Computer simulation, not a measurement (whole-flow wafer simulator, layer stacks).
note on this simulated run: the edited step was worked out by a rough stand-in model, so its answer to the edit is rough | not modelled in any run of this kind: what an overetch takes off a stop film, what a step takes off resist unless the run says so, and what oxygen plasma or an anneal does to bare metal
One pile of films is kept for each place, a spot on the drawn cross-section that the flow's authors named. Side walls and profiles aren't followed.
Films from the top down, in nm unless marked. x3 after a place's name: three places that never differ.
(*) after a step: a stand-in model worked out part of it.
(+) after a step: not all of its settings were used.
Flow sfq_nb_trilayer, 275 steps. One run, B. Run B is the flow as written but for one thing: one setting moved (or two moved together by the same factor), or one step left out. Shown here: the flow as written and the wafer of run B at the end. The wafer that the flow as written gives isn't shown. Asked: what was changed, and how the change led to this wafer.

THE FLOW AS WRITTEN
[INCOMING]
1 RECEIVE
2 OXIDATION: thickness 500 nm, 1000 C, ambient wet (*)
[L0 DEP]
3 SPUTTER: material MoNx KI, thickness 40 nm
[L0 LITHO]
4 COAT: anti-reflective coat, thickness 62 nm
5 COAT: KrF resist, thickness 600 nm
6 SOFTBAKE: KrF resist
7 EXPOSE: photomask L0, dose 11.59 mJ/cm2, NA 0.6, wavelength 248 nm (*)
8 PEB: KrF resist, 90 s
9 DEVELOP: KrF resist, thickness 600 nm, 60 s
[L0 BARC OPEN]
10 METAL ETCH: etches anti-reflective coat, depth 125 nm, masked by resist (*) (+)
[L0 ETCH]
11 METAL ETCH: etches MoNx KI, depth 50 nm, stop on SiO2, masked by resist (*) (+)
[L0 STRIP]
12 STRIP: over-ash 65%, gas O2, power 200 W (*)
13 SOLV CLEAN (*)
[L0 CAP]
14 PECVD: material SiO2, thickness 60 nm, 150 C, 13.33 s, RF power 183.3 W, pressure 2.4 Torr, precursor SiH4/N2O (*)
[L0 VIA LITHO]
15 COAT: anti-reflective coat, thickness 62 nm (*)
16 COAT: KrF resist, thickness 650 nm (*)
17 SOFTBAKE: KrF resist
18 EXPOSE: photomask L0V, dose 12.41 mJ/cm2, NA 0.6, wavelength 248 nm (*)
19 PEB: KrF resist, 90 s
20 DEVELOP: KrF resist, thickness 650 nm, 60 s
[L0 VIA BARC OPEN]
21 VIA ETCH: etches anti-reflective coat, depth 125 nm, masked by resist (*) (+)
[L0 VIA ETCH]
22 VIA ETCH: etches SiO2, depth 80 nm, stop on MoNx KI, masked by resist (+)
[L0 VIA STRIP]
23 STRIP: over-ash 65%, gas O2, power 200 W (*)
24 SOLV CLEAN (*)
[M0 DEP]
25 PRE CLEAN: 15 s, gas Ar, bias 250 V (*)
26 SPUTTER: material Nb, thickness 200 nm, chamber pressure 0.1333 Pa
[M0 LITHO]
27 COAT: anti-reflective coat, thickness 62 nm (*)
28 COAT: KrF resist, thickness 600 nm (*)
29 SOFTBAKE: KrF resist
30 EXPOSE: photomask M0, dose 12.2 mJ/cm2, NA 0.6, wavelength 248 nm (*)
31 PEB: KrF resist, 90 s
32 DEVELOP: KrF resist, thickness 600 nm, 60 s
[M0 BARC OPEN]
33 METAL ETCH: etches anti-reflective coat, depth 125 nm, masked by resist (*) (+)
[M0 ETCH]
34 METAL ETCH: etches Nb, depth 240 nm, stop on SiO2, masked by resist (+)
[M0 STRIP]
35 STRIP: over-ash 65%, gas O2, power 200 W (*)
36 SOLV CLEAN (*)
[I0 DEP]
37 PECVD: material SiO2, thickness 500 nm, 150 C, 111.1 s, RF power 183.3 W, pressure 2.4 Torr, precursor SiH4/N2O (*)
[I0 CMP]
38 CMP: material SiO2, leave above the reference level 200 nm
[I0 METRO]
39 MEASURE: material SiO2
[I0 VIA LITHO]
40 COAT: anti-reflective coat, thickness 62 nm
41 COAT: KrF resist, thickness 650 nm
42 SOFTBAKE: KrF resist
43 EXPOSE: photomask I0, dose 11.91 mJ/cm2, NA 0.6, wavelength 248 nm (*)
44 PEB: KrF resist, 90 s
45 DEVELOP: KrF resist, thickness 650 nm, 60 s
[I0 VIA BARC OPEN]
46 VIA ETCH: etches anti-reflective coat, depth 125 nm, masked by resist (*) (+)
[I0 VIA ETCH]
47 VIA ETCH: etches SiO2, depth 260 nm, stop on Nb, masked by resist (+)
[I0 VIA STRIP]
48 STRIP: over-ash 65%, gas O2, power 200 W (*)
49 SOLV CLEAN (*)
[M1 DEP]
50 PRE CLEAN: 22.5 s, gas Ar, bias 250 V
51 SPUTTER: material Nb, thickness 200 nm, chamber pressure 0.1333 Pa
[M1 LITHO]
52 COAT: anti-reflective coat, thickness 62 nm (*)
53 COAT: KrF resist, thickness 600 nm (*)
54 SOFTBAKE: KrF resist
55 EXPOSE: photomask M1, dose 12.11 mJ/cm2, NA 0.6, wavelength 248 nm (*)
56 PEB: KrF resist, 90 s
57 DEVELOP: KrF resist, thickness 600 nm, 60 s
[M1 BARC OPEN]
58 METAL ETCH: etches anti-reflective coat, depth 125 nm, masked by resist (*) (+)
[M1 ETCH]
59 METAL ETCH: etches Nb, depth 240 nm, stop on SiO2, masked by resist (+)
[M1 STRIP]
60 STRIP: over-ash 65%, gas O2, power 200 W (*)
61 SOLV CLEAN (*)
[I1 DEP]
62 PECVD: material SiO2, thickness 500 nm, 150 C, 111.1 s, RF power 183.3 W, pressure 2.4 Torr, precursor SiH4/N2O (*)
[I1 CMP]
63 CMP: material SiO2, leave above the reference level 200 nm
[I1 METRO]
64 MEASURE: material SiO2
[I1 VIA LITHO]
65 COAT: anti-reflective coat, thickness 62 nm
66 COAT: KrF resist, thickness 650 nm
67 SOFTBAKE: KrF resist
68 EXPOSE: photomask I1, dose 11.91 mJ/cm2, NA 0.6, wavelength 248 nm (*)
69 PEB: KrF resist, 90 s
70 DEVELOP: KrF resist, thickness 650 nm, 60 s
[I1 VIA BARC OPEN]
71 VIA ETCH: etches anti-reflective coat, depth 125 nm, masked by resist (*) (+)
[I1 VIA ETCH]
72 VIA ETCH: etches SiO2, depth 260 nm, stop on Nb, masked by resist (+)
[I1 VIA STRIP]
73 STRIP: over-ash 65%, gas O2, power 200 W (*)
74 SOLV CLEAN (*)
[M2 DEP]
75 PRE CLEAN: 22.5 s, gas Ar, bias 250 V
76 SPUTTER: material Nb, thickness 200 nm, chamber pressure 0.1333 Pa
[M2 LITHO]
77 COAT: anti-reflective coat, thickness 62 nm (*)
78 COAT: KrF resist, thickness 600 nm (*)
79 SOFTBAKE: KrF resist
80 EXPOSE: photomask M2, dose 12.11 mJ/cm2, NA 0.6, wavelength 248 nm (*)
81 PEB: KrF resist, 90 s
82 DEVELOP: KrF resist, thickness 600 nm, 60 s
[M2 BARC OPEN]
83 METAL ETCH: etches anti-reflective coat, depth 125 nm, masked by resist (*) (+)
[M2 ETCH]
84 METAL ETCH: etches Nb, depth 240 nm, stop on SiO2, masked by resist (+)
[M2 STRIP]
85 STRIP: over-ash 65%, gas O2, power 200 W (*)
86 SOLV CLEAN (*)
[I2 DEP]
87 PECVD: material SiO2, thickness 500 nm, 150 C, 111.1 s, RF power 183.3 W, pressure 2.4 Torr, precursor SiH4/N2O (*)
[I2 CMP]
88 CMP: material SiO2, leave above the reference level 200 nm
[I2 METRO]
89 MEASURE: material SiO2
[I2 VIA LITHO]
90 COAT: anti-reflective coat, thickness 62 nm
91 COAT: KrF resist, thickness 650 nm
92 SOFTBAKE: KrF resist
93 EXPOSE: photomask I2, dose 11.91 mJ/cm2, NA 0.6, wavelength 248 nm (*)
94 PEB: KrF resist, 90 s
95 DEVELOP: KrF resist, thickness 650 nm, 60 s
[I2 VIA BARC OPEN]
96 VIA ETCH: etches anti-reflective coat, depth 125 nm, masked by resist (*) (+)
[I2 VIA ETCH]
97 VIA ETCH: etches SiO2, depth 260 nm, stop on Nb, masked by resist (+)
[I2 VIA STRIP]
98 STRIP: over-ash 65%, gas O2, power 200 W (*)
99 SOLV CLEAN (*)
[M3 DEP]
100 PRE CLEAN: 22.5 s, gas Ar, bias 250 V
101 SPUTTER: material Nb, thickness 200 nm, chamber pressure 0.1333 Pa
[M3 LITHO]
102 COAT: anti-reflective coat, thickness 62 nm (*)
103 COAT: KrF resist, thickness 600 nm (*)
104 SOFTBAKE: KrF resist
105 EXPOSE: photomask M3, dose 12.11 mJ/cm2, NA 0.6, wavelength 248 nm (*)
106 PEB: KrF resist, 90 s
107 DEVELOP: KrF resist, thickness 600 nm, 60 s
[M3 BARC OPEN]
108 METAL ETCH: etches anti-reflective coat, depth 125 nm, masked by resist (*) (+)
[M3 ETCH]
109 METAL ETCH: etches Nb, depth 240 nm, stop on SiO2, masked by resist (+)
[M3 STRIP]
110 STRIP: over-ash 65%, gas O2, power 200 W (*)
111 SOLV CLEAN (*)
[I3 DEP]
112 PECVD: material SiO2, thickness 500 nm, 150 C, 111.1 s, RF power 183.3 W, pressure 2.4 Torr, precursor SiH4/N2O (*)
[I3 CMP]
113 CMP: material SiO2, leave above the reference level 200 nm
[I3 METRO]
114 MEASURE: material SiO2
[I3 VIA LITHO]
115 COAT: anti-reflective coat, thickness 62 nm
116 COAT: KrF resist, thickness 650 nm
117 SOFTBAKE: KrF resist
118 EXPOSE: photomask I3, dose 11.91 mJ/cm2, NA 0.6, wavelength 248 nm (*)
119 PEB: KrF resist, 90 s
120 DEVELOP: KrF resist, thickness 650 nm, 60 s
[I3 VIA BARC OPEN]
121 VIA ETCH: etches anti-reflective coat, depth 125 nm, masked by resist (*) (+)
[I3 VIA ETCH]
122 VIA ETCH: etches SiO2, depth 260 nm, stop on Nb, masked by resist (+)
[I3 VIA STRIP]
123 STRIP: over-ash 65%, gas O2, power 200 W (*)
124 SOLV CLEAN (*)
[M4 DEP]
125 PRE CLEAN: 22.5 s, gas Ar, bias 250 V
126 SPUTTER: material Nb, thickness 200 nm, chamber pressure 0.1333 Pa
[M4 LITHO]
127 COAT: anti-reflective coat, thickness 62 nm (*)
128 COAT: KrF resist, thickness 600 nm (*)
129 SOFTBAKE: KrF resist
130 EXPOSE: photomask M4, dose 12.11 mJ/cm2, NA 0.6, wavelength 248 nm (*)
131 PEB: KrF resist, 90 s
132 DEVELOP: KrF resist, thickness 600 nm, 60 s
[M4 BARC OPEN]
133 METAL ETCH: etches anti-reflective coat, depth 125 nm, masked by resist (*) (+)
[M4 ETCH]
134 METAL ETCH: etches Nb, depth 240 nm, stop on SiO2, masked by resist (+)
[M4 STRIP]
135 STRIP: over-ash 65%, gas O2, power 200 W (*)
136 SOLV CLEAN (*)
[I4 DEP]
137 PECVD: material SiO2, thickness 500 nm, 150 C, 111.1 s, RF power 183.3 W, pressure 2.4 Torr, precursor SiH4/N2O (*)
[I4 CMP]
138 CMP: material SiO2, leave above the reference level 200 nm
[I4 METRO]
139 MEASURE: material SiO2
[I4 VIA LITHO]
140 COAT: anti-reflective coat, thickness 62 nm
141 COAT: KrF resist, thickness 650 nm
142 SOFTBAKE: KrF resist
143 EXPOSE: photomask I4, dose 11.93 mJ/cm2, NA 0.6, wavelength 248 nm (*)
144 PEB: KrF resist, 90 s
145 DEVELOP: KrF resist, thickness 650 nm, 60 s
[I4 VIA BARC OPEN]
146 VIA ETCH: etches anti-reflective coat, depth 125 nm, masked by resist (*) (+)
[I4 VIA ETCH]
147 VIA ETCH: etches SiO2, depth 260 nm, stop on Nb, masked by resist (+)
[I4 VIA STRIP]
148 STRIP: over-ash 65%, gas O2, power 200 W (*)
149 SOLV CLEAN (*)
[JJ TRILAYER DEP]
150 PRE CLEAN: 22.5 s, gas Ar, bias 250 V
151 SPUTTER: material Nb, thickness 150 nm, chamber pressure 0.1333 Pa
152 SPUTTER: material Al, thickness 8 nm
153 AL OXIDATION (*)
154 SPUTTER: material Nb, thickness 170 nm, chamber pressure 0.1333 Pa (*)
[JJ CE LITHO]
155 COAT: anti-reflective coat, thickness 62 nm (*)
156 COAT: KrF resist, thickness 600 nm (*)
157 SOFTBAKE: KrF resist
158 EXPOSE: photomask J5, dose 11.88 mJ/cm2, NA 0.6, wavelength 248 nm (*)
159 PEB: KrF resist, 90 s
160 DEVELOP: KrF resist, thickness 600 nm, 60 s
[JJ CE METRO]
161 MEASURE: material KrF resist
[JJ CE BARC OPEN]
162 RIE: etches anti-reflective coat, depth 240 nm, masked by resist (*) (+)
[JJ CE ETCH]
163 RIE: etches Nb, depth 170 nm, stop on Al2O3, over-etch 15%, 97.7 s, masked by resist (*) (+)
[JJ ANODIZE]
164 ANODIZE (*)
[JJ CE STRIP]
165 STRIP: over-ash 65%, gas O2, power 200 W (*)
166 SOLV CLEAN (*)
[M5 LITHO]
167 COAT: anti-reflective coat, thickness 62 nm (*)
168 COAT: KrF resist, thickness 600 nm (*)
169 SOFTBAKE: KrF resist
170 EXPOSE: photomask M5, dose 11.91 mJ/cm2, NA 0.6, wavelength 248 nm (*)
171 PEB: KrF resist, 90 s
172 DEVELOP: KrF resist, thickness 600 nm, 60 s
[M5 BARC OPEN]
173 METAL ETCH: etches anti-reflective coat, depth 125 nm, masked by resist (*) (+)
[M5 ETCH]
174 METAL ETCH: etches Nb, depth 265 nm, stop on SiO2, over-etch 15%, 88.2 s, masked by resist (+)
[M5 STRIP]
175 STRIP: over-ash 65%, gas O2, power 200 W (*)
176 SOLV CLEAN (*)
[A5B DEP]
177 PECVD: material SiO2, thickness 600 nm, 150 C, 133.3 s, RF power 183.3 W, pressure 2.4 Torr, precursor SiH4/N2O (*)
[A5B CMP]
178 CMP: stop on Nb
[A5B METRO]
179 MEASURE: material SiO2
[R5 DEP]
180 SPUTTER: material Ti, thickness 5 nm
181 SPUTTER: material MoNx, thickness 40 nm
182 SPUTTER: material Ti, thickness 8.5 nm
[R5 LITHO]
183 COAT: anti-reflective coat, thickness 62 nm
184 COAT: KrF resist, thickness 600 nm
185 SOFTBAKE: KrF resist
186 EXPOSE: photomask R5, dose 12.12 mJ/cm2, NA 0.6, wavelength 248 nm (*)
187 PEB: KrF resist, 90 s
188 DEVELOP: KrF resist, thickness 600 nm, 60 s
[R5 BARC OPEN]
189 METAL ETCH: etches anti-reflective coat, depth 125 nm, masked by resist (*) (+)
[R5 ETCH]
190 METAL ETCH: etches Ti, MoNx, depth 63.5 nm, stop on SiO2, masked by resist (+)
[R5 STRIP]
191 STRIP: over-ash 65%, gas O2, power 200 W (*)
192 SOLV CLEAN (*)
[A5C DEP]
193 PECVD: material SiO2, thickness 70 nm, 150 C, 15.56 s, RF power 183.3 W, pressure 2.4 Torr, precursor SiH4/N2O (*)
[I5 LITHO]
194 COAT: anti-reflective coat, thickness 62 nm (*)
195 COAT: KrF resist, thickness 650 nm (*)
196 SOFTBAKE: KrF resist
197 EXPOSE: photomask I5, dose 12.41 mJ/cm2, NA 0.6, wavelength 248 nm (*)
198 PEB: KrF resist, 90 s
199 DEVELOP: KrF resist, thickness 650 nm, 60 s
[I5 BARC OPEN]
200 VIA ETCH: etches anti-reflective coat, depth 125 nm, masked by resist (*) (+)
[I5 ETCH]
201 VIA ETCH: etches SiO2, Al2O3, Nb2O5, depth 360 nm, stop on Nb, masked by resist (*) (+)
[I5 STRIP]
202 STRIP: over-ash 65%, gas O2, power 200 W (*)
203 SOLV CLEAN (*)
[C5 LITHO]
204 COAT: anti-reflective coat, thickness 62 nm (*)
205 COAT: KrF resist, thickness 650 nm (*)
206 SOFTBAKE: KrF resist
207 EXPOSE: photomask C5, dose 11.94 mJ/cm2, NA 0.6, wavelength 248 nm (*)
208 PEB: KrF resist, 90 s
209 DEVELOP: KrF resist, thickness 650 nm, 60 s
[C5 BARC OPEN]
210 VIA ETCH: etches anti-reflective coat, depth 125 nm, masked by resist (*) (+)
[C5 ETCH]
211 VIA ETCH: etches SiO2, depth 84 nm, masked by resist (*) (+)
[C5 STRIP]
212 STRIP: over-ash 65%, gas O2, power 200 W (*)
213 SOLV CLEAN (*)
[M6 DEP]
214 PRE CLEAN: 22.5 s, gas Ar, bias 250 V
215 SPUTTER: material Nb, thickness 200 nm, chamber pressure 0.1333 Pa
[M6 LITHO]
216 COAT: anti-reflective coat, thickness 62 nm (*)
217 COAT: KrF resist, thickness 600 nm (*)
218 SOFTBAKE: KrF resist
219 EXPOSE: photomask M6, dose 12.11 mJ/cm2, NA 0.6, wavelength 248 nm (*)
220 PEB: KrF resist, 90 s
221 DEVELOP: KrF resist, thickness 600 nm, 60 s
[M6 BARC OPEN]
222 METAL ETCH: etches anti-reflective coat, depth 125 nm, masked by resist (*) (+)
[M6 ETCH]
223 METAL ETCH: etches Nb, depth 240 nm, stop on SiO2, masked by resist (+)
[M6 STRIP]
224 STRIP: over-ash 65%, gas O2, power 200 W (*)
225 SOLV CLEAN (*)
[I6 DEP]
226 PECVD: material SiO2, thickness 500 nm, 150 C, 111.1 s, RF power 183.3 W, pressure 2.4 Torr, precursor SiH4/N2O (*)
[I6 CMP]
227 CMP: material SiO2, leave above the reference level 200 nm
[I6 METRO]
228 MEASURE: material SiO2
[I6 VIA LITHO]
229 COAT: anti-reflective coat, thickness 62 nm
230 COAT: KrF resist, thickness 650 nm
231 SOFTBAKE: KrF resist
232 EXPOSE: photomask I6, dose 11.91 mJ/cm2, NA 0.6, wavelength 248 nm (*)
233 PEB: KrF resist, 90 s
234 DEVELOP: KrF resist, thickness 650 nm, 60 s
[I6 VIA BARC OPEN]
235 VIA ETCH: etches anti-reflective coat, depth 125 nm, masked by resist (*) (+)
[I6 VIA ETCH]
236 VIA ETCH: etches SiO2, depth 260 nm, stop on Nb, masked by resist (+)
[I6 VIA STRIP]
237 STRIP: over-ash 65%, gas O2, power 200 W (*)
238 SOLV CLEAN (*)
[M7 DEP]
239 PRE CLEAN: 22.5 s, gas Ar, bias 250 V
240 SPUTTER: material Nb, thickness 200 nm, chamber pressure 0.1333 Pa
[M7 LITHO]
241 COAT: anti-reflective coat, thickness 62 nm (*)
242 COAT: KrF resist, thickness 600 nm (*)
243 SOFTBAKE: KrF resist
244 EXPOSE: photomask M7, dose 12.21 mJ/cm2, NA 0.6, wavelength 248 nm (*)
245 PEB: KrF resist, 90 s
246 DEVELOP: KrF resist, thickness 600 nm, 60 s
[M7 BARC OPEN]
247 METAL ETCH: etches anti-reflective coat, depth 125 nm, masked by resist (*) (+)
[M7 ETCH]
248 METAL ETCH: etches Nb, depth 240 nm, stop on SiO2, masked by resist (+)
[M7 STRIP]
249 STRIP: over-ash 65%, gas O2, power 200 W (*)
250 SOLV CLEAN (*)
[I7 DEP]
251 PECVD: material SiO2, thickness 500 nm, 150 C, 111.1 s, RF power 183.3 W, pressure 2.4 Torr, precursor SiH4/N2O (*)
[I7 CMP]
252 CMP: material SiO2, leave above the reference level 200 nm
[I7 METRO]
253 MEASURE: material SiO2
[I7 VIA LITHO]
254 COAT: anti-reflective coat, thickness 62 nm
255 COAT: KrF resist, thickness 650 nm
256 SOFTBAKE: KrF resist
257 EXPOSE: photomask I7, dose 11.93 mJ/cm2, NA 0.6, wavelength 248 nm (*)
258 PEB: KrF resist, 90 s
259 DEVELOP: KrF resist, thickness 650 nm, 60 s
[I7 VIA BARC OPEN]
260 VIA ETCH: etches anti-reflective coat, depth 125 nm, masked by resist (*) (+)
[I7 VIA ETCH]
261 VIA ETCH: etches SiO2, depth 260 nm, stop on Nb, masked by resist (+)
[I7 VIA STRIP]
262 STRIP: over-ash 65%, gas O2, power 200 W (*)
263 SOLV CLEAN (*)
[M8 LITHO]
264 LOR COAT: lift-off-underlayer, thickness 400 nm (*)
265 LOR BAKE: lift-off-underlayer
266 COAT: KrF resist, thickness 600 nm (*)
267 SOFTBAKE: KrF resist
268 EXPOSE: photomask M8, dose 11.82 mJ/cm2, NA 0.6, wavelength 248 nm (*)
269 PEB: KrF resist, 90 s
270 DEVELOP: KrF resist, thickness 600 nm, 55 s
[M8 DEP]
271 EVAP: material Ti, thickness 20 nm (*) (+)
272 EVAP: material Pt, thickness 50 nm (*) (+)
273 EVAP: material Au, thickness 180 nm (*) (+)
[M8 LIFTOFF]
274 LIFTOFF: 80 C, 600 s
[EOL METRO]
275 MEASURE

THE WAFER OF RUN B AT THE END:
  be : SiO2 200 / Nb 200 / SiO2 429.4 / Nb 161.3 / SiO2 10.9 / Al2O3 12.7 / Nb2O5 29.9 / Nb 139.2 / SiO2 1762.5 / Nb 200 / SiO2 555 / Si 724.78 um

The cause: step 201, VIA ETCH: depth 198 nm was run, where the flow has depth 360 nm.

How the change led to this, step by step:
  201 VIA ETCH: etches SiO2, Al2O3, Nb2O5, depth 360 nm, stop on Nb, masked by resist (*) (+)
      be: SiO2 -198 (as written it would be: SiO2 -216.4 (all of it), Al2O3 -12.7 (all of it), Nb2O5 -29.9 (all of it))
      field_l, v_sur, via_wl and 102 more: KrF resist -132 (as written it would be: KrF resist -240)
  202 STRIP: over-ash 65%, gas O2, power 200 W (*)
      p4_fl, p4_fm, p4_w1 and 44 more: KrF resist -441.1 (all of it), anti-reflective coat -62 (all of it) (as written it would be: KrF resist -333.1 (all of it), anti-reflective coat -62 (all of it))
      wl_b_sl, wl_b_m5, wl_b_sr and 13 more: KrF resist -441 (all of it), anti-reflective coat -62 (all of it) (as written it would be: KrF resist -333 (all of it), anti-reflective coat -62 (all of it))
      (and at 42 more places)
  204 COAT: anti-reflective coat, thickness 62 nm (*)
      wire: anti-reflective coat +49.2 (new film) (as written it would be: anti-reflective coat +47.4 (new film))
      be: anti-reflective coat +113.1 (new film) (as written it would be: anti-reflective coat +122.2 (new film))
      (and at 1 more place)
  205 COAT: KrF resist, thickness 650 nm (*)
      be: KrF resist +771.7 (new film) (as written it would be: KrF resist +815.3 (new film))
  212 STRIP: over-ash 65%, gas O2, power 200 W (*)
      wire: KrF resist -559.2 (all of it), anti-reflective coat -49.2 (all of it) (as written it would be: KrF resist -555.8 (all of it), anti-reflective coat -47.4 (all of it))
      be: KrF resist -684.6 (all of it), anti-reflective coat -113.1 (all of it) (as written it would be: KrF resist -728.2 (all of it), anti-reflective coat -122.2 (all of it))
      (and at 1 more place)
  214 PRE CLEAN: 22.5 s, gas Ar, bias 250 V
      be: SiO2 -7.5 (as written it would be: Nb -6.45)
  215 SPUTTER: material Nb, thickness 200 nm, chamber pressure 0.1333 Pa
      be: Nb +161.3 (new film) (as written it would be: Nb +147.3)
  216 COAT: anti-reflective coat, thickness 62 nm (*)
      wire: anti-reflective coat +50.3 (new film) (as written it would be: anti-reflective coat +48.3 (new film))
      be: anti-reflective coat +125 (new film) (as written it would be: anti-reflective coat +136.7 (new film))
      (and at 1 more place)
  217 COAT: KrF resist, thickness 600 nm (*)
      be: KrF resist +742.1 (new film) (as written it would be: KrF resist +793.9 (new film))
  224 STRIP: over-ash 65%, gas O2, power 200 W (*)
      wire: KrF resist -374.2 (all of it), anti-reflective coat -50.3 (all of it) (as written it would be: KrF resist -369.8 (all of it), anti-reflective coat -48.3 (all of it))
      be: KrF resist -524.2 (all of it), anti-reflective coat -125 (all of it) (as written it would be: KrF resist -575.8 (all of it), anti-reflective coat -136.7 (all of it))
      (and at 1 more place)
  226 PECVD: material SiO2, thickness 500 nm, 150 C, 111.1 s, RF power 183.3 W, pressure 2.4 Torr, precursor SiH4/N2O (*)
      be: SiO2 +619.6 (new film) (as written it would be: SiO2 +693.5 (new film))
Counting metal films that touch as one body, be has 4 bodies (between them, from the top down: SiO2 429.4; SiO2 10.9 / Al2O3 12.7 / Nb2O5 29.9; SiO2 1762.5); the flow as written gives 3 bodies (between them, from the top down: SiO2 503.2; SiO2 1762.5).
